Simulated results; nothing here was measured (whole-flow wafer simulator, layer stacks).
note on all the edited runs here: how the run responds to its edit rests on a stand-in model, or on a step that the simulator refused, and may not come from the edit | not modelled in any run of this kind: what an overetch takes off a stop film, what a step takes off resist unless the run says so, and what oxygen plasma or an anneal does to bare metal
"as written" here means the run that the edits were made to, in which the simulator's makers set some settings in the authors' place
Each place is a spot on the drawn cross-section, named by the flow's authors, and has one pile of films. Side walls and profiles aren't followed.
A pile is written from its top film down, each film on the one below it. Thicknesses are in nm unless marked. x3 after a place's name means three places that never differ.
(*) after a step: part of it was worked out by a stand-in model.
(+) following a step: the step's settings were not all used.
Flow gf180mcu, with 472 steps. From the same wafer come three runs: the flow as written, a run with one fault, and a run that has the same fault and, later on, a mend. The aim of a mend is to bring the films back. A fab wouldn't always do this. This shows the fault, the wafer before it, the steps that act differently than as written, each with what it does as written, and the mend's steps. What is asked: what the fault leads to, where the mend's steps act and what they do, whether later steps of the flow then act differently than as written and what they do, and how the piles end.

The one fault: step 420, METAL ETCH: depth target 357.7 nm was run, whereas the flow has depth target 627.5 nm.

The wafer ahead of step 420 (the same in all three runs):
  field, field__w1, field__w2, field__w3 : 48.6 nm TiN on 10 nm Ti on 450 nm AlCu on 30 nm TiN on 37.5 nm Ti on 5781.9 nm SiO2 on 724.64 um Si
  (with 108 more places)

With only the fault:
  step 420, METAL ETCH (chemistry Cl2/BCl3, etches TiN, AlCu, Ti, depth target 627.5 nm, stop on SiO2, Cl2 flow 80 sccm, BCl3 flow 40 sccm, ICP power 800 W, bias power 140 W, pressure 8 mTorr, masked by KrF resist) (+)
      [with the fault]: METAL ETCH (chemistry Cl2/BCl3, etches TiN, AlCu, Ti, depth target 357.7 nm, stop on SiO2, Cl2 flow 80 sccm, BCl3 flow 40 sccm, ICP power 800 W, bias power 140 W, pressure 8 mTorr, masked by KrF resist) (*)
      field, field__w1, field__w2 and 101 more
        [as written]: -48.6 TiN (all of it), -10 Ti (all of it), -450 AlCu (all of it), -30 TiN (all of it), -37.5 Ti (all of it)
        [with the fault]: -48.6 TiN (all of it), -10 Ti (all of it), -299.1 AlCu
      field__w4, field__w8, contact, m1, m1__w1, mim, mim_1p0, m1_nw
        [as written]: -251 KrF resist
        [with the fault]: -143.1 KrF resist
  Later steps of the flow acting differently than as written (1 other step is not shown; it differs only slightly, by no more than 2% or 0.5 nm, whichever is larger):
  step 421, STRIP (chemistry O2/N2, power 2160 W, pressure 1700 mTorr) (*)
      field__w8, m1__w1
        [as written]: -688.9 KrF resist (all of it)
        [with the fault]: -796.8 KrF resist (all of it)
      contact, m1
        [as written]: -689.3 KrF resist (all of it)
        [with the fault]: -797.2 KrF resist (all of it)
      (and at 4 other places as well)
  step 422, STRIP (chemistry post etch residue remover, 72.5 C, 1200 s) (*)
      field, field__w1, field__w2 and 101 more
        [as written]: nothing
        [with the fault]: -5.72 AlCu
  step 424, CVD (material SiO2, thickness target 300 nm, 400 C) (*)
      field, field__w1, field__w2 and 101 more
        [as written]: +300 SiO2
        [with the fault]: +300 SiO2 (new film)
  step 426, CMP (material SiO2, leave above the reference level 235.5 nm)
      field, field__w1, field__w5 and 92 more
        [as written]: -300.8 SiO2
        [with the fault]: -513.5 SiO2
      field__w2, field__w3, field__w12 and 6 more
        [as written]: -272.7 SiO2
        [with the fault]: -495 SiO2
  The piles end different from the flow's at field, field__w1, field__w2 and 101 more by more than 2% or 0.5 nm, whichever is larger.
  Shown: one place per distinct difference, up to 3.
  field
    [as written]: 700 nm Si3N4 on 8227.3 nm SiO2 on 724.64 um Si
    [with the fault]: 700 nm Si3N4 on 2232.7 nm SiO2 on 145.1 nm AlCu on 30 nm TiN on 37.5 nm Ti on 5781.9 nm SiO2 on 724.64 um Si
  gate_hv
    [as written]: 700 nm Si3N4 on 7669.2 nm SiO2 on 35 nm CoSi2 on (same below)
    [with the fault]: 700 nm Si3N4 on 2232.7 nm SiO2 on 145.1 nm AlCu on 30 nm TiN on 37.5 nm Ti on 5223.8 nm SiO2 on 35 nm CoSi2 on (same below)
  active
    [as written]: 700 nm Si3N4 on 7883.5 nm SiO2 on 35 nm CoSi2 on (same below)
    [with the fault]: 700 nm Si3N4 on 2232.7 nm SiO2 on 145.1 nm AlCu on 30 nm TiN on 37.5 nm Ti on 5438.1 nm SiO2 on 35 nm CoSi2 on (same below)

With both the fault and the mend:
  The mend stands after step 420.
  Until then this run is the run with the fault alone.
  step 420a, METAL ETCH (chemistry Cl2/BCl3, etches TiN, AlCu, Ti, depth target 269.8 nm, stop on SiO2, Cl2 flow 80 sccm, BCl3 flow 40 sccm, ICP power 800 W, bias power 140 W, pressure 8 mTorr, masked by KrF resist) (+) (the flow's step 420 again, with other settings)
      field, field__w1, field__w2 and 101 more
        -150.9 AlCu (all of it), -30 TiN (all of it), -37.5 Ti (all of it)
      field__w4, field__w8, contact, m1, m1__w1, mim, mim_1p0, m1_nw
        -107.9 KrF resist
  Every later step of the flow that is run acts as written at every place that is followed.
  At every place that both follow, the piles at the end match the flow's.
